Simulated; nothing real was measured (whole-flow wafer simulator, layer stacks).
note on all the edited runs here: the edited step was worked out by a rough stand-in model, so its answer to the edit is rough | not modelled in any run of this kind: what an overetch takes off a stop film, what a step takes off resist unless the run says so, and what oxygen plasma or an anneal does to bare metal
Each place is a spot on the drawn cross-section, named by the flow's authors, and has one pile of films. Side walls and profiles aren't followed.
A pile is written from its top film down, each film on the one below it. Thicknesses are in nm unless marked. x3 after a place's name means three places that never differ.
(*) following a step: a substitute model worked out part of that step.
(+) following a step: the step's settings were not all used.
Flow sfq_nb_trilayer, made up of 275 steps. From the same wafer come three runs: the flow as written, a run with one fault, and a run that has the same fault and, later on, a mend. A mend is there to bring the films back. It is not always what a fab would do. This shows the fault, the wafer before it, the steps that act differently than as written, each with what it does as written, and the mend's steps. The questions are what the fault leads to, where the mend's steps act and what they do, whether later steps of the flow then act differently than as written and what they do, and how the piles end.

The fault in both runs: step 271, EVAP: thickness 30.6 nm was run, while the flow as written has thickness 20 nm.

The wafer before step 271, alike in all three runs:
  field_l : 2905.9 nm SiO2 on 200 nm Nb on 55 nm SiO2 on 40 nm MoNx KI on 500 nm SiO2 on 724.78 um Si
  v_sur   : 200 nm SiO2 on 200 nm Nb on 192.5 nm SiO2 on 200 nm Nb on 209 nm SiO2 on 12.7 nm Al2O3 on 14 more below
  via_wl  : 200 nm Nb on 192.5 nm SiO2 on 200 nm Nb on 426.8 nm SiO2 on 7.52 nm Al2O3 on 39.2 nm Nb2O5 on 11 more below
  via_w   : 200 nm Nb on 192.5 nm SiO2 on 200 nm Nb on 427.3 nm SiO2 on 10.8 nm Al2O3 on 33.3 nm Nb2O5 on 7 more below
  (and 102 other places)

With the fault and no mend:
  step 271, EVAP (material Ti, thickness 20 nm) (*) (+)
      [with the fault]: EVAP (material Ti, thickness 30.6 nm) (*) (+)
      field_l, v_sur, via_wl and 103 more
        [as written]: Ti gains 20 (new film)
        [with the fault]: Ti gains 30.6 (new film)
  Later steps of the flow acting differently than as written:
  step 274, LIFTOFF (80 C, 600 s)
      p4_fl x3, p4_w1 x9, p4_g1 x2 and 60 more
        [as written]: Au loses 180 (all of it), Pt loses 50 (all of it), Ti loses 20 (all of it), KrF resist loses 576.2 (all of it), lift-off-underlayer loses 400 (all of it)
        [with the fault]: Au loses 180 (all of it), Pt loses 50 (all of it), Ti loses 30.6 (all of it), KrF resist loses 576.2 (all of it), lift-off-underlayer loses 400 (all of it)
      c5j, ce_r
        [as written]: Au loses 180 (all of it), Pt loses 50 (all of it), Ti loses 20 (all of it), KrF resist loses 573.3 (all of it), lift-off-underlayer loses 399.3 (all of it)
        [with the fault]: Au loses 180 (all of it), Pt loses 50 (all of it), Ti loses 30.6 (all of it), KrF resist loses 573.3 (all of it), lift-off-underlayer loses 399.3 (all of it)
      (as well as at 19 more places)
  By the end, the piles at field_l, v_sur, via_wl and 8 more depart from the flow's by more than 2% or 0.5 nm, whichever is larger.
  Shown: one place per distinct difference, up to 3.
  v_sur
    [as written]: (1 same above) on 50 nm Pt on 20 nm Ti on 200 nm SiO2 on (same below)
    [with the fault]: (1 same above) on 50 nm Pt on 30.6 nm Ti on 200 nm SiO2 on (same below)
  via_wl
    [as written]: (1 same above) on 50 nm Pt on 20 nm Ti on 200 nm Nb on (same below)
    [with the fault]: (1 same above) on 50 nm Pt on 30.6 nm Ti on 200 nm Nb on (same below)
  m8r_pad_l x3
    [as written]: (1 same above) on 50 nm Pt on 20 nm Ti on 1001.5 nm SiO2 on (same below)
    [with the fault]: (1 same above) on 50 nm Pt on 30.6 nm Ti on 1001.5 nm SiO2 on (same below)

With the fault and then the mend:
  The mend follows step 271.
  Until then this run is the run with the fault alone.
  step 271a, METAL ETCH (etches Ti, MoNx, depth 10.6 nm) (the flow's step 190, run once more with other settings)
      field_l, v_sur, via_wl and 103 more
        Ti loses 10.6
  None of the later steps of the flow acts differently than as written at any place that is followed.
  By the end, the piles equal the flow's at every place that both follow.
